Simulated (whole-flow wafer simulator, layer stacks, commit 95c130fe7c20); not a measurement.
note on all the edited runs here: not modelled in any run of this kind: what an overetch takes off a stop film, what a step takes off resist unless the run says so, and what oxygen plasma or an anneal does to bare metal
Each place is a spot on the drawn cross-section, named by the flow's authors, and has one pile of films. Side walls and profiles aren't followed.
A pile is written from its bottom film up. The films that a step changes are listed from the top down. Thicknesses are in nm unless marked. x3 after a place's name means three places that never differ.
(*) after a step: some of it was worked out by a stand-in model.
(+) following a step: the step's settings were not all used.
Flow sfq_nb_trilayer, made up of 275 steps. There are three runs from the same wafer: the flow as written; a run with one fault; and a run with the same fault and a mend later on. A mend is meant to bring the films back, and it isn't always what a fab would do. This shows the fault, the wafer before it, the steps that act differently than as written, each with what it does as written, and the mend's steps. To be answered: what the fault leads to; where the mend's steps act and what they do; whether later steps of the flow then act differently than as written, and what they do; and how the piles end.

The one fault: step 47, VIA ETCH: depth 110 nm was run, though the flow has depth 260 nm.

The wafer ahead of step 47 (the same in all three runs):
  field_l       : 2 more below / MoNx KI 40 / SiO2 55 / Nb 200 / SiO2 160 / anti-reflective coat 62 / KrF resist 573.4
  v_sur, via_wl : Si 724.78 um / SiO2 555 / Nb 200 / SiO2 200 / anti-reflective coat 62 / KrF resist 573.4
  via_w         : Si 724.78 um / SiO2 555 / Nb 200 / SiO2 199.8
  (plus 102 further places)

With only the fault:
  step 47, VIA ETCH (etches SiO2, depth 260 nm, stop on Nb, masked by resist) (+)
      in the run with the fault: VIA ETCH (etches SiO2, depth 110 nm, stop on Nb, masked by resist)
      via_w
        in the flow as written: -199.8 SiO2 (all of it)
        in the run with the fault: -110 SiO2
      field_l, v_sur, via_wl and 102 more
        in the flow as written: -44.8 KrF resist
        in the run with the fault: -19 KrF resist
  Later steps of the flow acting differently than as written (not shown: 4 more steps that differ only slightly, by at most 2% or 0.5 nm, whichever is larger):
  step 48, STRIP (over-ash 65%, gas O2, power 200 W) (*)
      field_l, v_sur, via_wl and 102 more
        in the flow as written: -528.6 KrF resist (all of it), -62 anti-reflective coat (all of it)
        in the run with the fault: -554.5 KrF resist (all of it), -62 anti-reflective coat (all of it)
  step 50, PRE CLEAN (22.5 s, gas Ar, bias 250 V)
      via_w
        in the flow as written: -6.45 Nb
        in the run with the fault: -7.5 SiO2
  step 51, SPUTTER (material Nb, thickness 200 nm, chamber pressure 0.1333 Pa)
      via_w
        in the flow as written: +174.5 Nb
        in the run with the fault: +192.2 Nb (new film)
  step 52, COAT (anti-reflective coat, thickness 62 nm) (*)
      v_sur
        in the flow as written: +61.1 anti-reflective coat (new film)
        in the run with the fault: +56.9 anti-reflective coat (new film)
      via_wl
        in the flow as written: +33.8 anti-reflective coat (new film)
        in the run with the fault: +32.7 anti-reflective coat (new film)
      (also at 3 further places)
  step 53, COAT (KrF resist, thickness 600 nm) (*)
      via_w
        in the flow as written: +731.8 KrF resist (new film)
        in the run with the fault: +654.5 KrF resist (new film)
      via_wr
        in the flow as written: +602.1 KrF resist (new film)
        in the run with the fault: +614.6 KrF resist (new film)
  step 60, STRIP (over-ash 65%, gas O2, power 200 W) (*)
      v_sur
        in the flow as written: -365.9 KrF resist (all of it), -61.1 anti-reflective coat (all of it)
        in the run with the fault: -376.8 KrF resist (all of it), -56.9 anti-reflective coat (all of it)
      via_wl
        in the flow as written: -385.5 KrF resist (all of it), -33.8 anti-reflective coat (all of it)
        in the run with the fault: -396.9 KrF resist (all of it), -32.7 anti-reflective coat (all of it)
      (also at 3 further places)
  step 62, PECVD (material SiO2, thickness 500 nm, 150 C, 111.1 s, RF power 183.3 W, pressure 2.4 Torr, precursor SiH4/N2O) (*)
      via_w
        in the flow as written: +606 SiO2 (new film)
        in the run with the fault: +500 SiO2 (new film)
  At via_w, the piles at the end differ from the flow's by more than 2% or 0.5 nm, whichever is larger.
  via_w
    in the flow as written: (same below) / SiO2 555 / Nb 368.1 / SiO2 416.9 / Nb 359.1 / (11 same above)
    in the run with the fault: (same below) / SiO2 555 / Nb 200 / SiO2 82.3 / Nb 192.2 / SiO2 310.5 / Nb 359.1 / (11 same above)

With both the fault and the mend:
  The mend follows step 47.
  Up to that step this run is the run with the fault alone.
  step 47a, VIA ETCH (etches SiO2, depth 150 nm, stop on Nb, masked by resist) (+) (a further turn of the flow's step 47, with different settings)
      field_l, v_sur, via_wl and 102 more
        -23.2 KrF resist
      via_w
        -89.8 SiO2 (all of it)
  Every later step of the flow that is run acts as written, at every place that is followed, to within 2% or 0.5 nm, whichever is larger.
  By the end, the piles equal the flow's at every place that both follow.
